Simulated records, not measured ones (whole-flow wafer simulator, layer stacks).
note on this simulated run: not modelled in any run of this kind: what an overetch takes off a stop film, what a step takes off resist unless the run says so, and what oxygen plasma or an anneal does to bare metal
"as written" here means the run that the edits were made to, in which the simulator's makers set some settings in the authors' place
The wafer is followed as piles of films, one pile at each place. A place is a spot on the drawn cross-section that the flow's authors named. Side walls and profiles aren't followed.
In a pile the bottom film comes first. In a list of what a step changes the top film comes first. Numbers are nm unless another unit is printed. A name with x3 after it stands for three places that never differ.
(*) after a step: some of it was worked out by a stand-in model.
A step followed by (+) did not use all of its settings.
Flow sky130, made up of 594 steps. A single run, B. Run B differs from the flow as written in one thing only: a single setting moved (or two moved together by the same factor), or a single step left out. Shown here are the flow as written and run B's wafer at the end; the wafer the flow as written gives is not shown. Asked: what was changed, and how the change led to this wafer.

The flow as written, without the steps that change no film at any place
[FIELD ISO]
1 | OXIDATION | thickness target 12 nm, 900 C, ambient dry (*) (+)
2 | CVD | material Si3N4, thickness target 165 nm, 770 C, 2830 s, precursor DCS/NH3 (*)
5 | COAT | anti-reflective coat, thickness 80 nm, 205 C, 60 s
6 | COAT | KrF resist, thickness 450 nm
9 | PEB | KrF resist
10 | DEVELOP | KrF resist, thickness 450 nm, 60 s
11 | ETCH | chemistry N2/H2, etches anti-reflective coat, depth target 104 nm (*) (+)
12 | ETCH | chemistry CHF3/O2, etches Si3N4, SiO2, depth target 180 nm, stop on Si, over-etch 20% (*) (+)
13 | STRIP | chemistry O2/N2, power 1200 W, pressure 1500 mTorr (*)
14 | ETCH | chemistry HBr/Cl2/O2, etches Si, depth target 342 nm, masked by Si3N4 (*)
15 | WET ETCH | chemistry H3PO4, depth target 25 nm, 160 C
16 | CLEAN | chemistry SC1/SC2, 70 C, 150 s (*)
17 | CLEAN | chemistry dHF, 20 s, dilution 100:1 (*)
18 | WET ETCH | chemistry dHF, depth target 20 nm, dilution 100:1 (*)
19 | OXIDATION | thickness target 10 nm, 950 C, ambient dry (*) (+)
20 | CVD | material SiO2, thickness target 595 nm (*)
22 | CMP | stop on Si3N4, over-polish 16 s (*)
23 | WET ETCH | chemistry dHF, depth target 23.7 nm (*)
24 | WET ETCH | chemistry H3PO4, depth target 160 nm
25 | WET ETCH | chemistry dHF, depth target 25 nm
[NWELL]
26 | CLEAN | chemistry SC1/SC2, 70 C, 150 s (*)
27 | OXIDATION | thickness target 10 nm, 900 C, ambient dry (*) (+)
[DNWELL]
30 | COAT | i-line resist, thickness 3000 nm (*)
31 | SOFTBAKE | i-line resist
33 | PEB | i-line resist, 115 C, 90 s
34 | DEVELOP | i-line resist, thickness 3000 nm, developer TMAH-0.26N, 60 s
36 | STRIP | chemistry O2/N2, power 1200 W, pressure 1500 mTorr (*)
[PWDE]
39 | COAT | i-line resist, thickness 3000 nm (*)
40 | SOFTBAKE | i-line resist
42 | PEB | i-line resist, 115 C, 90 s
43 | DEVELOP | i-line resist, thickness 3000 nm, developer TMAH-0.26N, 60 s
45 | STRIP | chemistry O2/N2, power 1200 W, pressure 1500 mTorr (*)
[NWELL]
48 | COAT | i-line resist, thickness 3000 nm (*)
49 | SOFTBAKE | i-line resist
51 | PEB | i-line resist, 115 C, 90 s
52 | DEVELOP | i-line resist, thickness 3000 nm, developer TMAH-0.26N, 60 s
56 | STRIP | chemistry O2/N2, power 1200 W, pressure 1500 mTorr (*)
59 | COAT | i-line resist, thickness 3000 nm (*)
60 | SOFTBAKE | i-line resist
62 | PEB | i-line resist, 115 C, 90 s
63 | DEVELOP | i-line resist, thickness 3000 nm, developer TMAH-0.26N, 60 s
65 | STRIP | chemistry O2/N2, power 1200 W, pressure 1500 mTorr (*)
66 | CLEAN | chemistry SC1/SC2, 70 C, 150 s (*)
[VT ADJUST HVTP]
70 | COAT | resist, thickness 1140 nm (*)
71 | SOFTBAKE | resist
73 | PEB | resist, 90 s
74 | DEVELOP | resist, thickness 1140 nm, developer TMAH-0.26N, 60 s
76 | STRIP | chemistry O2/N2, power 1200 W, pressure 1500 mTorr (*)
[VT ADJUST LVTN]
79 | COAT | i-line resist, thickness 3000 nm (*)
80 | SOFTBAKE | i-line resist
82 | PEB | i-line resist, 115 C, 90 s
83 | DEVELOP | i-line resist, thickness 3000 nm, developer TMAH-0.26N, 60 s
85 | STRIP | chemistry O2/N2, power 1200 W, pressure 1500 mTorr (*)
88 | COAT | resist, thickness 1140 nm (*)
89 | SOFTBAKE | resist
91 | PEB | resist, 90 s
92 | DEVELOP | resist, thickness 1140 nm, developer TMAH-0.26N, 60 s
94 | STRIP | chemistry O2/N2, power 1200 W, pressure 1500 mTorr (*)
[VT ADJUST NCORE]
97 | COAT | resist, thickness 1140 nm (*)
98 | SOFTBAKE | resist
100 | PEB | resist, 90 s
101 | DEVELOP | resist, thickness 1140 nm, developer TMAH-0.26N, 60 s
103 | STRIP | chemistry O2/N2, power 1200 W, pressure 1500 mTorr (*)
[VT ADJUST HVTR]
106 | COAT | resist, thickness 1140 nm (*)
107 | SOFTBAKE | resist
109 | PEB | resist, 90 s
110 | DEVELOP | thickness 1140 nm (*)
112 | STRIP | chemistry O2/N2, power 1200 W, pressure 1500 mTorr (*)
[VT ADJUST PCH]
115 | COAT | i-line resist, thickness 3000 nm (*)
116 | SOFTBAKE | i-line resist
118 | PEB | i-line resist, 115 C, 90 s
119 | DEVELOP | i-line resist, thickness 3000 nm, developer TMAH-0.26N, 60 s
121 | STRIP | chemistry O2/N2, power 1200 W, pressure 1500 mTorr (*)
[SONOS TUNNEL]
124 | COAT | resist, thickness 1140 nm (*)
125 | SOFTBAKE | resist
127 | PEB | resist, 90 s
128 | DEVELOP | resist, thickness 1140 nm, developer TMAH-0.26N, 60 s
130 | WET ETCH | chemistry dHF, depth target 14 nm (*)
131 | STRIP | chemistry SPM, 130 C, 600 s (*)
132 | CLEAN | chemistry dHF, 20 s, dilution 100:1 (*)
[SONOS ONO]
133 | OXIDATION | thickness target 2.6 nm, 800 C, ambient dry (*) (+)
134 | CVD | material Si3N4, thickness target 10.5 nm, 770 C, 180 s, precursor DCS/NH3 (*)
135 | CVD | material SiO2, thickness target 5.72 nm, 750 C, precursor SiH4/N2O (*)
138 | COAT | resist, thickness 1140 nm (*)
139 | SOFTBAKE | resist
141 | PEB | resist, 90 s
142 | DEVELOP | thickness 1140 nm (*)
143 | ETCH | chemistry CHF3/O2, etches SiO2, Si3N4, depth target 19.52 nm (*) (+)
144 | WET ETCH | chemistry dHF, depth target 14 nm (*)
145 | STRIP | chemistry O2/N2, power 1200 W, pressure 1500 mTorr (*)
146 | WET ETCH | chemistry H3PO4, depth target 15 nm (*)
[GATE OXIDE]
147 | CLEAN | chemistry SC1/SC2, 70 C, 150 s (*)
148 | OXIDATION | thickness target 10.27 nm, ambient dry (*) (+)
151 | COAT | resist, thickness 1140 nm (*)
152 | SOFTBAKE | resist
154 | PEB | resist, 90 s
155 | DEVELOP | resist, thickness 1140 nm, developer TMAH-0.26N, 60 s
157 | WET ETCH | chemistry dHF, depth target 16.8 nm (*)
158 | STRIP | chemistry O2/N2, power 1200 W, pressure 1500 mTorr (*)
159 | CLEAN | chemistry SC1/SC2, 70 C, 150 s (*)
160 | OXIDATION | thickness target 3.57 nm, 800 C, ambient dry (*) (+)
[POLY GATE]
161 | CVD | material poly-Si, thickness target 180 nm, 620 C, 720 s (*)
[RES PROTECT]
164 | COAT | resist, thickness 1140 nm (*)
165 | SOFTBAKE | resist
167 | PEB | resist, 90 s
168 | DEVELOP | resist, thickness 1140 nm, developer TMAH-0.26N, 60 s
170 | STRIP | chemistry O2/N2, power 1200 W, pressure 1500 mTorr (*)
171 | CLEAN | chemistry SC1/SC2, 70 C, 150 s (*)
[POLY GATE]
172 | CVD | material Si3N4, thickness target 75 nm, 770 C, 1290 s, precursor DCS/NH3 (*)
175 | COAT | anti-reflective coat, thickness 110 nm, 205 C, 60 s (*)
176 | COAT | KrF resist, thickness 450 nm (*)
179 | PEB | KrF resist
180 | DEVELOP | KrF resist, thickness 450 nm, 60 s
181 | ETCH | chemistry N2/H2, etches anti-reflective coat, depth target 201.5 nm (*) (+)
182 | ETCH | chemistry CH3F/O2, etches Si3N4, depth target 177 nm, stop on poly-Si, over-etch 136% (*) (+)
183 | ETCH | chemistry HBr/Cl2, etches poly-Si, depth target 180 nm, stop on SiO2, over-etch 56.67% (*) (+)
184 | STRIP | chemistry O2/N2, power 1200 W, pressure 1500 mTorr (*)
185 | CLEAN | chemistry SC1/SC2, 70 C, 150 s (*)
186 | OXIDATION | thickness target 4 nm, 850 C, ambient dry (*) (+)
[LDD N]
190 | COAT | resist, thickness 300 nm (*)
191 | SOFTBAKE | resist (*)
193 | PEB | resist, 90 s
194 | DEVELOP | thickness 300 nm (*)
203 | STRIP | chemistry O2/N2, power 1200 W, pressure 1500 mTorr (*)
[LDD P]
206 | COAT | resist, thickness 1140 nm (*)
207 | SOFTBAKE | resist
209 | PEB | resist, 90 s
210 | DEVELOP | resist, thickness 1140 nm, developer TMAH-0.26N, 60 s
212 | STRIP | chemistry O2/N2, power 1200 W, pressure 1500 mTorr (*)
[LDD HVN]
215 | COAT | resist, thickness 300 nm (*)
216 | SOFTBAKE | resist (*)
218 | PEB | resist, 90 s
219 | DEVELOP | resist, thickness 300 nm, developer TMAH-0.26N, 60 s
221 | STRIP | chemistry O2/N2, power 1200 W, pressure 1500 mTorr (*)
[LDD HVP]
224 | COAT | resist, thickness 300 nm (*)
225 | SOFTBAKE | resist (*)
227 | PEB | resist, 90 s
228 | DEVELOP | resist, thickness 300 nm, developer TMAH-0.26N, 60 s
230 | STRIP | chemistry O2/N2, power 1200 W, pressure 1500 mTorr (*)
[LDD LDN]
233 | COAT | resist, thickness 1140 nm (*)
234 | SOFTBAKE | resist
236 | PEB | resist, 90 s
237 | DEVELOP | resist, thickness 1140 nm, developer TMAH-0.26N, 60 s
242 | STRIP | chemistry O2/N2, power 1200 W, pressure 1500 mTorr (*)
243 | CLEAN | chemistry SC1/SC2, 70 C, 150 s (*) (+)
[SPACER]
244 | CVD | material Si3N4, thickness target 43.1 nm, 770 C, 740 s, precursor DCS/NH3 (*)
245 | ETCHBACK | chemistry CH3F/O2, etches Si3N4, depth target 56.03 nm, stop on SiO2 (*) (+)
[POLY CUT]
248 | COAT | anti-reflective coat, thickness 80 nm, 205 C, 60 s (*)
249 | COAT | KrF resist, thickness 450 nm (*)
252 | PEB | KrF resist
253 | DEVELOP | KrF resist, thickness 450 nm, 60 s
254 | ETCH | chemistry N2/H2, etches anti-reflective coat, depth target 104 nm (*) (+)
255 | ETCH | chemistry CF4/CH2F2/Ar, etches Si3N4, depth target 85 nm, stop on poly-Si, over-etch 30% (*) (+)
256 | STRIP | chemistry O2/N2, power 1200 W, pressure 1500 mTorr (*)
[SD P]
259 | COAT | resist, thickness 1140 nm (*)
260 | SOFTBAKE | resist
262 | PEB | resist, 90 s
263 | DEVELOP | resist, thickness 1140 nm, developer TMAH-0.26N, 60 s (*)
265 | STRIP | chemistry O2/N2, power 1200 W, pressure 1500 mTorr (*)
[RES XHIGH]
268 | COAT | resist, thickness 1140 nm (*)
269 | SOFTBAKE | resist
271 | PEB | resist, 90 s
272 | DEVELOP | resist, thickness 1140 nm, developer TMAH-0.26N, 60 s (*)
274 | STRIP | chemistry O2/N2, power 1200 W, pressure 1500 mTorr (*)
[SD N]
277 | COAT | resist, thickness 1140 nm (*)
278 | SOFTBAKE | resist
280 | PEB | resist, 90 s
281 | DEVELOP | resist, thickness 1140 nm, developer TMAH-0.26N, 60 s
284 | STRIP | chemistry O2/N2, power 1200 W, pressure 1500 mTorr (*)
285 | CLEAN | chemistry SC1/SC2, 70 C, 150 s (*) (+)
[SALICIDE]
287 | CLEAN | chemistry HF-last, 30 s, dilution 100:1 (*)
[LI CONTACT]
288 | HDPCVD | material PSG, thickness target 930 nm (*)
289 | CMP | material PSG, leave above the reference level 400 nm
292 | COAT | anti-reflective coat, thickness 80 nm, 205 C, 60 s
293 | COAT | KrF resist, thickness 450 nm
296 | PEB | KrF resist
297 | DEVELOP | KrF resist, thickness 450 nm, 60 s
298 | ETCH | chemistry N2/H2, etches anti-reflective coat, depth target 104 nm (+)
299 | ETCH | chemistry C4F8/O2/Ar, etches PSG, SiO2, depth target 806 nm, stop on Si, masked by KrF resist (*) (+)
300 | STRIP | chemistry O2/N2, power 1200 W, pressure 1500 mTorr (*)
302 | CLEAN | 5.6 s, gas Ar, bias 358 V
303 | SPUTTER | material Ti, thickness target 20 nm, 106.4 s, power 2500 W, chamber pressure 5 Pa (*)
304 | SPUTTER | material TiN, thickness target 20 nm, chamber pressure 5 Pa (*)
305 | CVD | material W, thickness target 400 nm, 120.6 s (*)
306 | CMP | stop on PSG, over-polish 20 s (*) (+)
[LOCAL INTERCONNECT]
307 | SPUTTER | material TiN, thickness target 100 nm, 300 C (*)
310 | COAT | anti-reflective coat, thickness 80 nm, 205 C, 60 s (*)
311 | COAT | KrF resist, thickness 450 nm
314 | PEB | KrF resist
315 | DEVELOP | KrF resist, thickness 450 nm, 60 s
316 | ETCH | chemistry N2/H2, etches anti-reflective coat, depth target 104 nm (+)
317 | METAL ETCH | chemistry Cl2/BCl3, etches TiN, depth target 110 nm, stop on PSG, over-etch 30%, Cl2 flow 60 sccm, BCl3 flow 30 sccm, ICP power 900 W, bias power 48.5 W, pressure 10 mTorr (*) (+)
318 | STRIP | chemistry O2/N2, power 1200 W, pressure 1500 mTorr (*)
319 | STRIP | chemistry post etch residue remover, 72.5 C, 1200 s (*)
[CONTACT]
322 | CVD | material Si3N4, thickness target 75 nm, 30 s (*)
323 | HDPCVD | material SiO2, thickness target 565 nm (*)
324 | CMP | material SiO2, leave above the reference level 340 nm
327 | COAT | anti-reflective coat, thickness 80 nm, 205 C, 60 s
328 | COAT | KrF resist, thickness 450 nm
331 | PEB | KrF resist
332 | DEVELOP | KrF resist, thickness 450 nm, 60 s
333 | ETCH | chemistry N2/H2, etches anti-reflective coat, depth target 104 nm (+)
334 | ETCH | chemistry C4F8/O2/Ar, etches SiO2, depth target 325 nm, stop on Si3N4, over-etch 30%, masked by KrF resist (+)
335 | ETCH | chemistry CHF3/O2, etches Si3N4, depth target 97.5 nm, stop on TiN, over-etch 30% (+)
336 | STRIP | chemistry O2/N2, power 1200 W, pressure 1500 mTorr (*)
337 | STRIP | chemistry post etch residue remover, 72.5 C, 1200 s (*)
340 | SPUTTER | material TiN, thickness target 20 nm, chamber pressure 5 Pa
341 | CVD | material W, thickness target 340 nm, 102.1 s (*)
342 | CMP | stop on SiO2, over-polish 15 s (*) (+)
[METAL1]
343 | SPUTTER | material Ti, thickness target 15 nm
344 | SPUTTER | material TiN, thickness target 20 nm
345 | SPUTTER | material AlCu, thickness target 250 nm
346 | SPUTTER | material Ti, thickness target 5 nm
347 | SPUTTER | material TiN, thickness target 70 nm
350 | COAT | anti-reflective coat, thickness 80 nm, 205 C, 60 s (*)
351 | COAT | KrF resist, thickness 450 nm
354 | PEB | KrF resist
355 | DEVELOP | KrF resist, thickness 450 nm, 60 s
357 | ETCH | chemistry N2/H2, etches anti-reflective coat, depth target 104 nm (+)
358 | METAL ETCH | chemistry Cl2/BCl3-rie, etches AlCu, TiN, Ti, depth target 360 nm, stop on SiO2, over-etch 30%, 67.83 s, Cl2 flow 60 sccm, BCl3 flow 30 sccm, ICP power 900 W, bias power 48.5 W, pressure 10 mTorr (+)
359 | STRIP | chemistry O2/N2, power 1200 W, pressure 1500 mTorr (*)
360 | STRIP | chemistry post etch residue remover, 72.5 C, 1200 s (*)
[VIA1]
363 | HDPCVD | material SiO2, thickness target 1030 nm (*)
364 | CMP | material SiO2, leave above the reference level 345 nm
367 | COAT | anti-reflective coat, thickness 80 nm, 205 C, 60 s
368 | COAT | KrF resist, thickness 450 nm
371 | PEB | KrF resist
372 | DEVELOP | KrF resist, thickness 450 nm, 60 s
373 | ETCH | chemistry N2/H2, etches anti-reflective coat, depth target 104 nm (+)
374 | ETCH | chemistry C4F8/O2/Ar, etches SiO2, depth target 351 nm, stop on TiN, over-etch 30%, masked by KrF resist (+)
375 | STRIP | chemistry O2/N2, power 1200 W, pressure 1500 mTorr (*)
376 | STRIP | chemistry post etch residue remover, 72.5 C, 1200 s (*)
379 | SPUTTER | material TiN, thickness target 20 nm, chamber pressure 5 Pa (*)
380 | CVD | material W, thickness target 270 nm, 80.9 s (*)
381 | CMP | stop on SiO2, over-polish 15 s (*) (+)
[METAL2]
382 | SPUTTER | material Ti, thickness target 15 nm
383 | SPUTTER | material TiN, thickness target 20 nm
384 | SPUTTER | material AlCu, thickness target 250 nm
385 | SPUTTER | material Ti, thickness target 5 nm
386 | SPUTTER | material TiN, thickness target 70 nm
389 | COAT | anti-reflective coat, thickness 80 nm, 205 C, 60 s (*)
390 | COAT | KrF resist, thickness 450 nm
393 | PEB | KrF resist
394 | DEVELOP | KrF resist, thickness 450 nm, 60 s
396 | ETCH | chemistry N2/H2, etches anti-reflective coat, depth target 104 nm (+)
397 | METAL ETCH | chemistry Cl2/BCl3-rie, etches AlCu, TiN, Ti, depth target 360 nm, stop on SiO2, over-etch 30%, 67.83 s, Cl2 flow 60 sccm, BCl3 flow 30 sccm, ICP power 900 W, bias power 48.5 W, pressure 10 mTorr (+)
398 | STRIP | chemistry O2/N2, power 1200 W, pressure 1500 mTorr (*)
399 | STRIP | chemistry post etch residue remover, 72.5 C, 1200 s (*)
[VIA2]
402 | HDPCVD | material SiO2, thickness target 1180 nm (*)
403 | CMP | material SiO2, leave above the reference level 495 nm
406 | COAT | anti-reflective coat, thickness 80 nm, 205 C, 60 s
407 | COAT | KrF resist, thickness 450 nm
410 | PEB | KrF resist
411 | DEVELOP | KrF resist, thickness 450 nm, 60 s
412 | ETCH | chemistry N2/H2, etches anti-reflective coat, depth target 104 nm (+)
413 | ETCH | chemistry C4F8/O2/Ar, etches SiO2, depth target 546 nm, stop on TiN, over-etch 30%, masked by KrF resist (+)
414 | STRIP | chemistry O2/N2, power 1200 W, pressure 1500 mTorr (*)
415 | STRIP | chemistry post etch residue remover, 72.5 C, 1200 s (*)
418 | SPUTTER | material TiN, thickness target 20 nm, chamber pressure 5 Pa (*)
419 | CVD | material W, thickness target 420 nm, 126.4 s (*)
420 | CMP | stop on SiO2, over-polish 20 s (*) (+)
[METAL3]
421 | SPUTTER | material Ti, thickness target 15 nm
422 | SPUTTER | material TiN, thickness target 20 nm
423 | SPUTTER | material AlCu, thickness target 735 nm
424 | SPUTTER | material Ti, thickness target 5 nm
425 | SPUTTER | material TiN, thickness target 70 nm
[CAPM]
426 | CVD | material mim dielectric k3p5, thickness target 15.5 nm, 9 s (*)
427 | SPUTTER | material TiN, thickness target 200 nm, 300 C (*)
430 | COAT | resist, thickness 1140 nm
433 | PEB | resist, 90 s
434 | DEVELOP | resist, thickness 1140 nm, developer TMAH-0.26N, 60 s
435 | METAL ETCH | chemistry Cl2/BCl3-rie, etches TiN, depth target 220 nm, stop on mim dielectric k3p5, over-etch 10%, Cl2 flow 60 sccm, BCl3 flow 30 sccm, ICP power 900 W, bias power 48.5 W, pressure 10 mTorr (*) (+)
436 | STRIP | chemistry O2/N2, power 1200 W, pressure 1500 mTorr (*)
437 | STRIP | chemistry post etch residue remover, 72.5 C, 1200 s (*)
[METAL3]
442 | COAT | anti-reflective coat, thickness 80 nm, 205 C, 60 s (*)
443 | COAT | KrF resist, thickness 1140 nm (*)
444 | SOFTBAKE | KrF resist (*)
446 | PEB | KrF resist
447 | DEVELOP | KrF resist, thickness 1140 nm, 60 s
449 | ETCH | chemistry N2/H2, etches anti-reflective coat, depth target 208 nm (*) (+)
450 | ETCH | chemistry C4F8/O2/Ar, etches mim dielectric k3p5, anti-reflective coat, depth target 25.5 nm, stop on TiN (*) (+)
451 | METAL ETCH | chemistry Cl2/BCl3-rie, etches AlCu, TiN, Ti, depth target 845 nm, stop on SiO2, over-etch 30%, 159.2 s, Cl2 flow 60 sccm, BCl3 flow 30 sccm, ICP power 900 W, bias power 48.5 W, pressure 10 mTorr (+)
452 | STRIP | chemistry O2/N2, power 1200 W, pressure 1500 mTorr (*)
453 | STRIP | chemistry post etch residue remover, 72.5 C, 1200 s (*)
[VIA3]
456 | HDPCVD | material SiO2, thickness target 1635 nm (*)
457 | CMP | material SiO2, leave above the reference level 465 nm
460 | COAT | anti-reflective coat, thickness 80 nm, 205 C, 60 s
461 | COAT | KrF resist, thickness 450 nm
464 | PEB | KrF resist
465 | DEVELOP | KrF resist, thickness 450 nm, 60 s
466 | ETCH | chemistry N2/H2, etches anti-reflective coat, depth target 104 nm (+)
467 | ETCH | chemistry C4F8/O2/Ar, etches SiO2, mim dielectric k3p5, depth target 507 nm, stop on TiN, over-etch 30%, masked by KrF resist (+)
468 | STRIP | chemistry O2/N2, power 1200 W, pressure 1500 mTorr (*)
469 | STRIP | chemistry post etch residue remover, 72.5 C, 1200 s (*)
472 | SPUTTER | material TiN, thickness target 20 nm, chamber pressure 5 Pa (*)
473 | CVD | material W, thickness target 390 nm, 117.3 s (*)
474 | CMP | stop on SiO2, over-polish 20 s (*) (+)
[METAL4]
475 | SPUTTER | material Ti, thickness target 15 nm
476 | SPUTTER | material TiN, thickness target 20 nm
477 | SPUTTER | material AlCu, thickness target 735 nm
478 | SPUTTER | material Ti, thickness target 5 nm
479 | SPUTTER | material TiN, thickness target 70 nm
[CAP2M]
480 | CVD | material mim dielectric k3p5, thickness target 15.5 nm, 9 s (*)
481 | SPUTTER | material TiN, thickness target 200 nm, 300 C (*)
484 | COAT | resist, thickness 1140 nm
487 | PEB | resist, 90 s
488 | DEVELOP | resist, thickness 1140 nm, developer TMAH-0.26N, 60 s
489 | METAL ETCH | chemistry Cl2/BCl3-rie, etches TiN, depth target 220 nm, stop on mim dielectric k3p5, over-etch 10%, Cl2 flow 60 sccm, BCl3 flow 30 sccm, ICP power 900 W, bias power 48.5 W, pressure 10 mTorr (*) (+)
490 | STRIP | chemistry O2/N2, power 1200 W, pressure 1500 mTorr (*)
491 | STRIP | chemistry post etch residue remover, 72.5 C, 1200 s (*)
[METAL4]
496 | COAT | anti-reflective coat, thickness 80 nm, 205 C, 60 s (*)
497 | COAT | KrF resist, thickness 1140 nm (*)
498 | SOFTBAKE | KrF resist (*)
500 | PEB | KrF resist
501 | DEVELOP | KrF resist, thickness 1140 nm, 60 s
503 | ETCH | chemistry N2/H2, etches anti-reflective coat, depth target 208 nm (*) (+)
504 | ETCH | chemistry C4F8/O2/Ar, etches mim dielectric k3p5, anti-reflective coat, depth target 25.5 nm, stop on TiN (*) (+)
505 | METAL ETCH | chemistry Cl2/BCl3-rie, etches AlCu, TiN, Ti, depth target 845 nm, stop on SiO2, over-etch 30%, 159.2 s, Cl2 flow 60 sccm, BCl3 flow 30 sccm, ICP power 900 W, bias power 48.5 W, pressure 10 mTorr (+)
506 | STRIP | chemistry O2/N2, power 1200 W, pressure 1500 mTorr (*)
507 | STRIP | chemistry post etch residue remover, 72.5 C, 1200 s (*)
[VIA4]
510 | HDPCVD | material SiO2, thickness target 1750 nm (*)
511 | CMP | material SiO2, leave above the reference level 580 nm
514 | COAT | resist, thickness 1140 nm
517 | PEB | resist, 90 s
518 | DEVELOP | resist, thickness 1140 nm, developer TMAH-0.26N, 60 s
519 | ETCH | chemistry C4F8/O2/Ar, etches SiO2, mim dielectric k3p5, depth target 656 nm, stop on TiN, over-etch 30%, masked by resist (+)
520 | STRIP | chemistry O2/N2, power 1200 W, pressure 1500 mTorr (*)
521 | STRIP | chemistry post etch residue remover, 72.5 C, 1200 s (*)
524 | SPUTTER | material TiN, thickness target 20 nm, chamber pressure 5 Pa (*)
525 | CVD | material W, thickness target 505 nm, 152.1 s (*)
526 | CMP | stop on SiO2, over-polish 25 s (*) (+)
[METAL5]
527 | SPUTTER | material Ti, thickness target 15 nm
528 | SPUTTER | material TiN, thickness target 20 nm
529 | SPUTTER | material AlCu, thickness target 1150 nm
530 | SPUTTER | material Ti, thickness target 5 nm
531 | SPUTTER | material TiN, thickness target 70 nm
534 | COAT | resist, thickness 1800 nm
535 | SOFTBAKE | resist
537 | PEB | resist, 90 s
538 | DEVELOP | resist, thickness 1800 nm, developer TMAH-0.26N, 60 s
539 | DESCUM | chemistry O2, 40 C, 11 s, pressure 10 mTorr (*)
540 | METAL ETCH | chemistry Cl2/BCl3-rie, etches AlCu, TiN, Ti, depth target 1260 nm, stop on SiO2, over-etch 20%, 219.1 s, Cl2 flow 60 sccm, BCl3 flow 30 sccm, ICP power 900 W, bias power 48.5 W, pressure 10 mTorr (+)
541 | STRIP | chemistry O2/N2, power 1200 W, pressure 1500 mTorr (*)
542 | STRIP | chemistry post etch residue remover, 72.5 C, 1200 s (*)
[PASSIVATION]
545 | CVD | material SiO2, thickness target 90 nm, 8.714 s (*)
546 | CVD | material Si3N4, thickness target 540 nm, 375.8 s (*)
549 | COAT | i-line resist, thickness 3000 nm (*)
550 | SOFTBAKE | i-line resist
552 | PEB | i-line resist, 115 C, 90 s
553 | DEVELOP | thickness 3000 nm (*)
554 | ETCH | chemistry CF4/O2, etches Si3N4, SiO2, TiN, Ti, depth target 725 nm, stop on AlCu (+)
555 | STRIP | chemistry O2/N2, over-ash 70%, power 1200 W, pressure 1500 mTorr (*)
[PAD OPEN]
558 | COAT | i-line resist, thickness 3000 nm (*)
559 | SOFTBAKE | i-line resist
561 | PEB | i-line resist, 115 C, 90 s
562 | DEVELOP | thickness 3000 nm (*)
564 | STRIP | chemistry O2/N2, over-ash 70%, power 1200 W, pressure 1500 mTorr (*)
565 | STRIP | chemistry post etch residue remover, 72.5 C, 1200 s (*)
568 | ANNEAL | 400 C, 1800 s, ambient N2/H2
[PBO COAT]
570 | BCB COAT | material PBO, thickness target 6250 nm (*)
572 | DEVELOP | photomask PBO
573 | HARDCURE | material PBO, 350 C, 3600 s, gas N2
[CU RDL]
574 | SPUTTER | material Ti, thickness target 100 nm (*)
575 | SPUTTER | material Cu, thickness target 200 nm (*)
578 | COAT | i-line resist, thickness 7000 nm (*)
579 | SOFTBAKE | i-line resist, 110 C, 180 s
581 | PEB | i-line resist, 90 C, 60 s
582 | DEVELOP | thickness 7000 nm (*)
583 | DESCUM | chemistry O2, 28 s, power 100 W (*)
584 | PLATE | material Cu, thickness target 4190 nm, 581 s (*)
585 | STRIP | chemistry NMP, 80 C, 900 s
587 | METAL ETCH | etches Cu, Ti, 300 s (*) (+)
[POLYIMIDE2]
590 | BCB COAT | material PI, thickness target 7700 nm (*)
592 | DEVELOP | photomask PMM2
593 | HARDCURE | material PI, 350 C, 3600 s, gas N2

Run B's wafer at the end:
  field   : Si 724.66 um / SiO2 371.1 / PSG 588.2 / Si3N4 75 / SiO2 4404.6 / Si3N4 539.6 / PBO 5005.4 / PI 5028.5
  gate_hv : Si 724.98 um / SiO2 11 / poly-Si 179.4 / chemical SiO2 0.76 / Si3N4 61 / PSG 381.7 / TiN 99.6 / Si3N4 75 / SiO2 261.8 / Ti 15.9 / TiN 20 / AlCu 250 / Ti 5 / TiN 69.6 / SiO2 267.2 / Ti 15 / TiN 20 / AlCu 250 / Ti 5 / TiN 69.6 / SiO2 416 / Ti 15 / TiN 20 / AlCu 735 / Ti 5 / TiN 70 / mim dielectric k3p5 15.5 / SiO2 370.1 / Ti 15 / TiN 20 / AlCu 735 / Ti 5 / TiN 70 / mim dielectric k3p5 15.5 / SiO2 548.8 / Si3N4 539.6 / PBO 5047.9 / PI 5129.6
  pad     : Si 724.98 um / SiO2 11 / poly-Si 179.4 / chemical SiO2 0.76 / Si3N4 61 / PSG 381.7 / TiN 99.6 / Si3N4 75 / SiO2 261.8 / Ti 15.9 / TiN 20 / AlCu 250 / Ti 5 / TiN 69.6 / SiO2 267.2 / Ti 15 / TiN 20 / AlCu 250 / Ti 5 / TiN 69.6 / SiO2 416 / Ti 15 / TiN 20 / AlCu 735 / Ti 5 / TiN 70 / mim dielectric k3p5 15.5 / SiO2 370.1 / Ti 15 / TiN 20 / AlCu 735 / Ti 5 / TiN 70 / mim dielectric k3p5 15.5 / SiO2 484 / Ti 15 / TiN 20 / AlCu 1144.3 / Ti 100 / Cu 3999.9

What caused this: step 343, SPUTTER: thickness target 15.9 nm was run, whereas the flow has thickness target 15 nm.
The wafer lets one read it off: gate_hv has Ti 15.9, and step 343 as written asks for 15 nm.

How this came from the change, step by step:
  343 | SPUTTER | material Ti, thickness target 15 nm
      field, active, n_well and 188 more: +15.9 Ti (new film) (in the flow as written it would be: +15 Ti (new film))
  358 | METAL ETCH | chemistry Cl2/BCl3-rie, etches AlCu, TiN, Ti, depth target 360 nm, stop on SiO2, over-etch 30%, 67.83 s, Cl2 flow 60 sccm, BCl3 flow 30 sccm, ICP power 900 W, bias power 48.5 W, pressure 10 mTorr (+)
      field, active, gate and 81 more: -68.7 TiN (all of it), -5 Ti (all of it), -250 AlCu (all of it), -20 TiN (all of it), -15.9 Ti (all of it), -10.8 SiO2 (in the flow as written it would be: -68.7 TiN (all of it), -5 Ti (all of it), -250 AlCu (all of it), -20 TiN (all of it), -15 Ti (all of it), -10.9 SiO2)
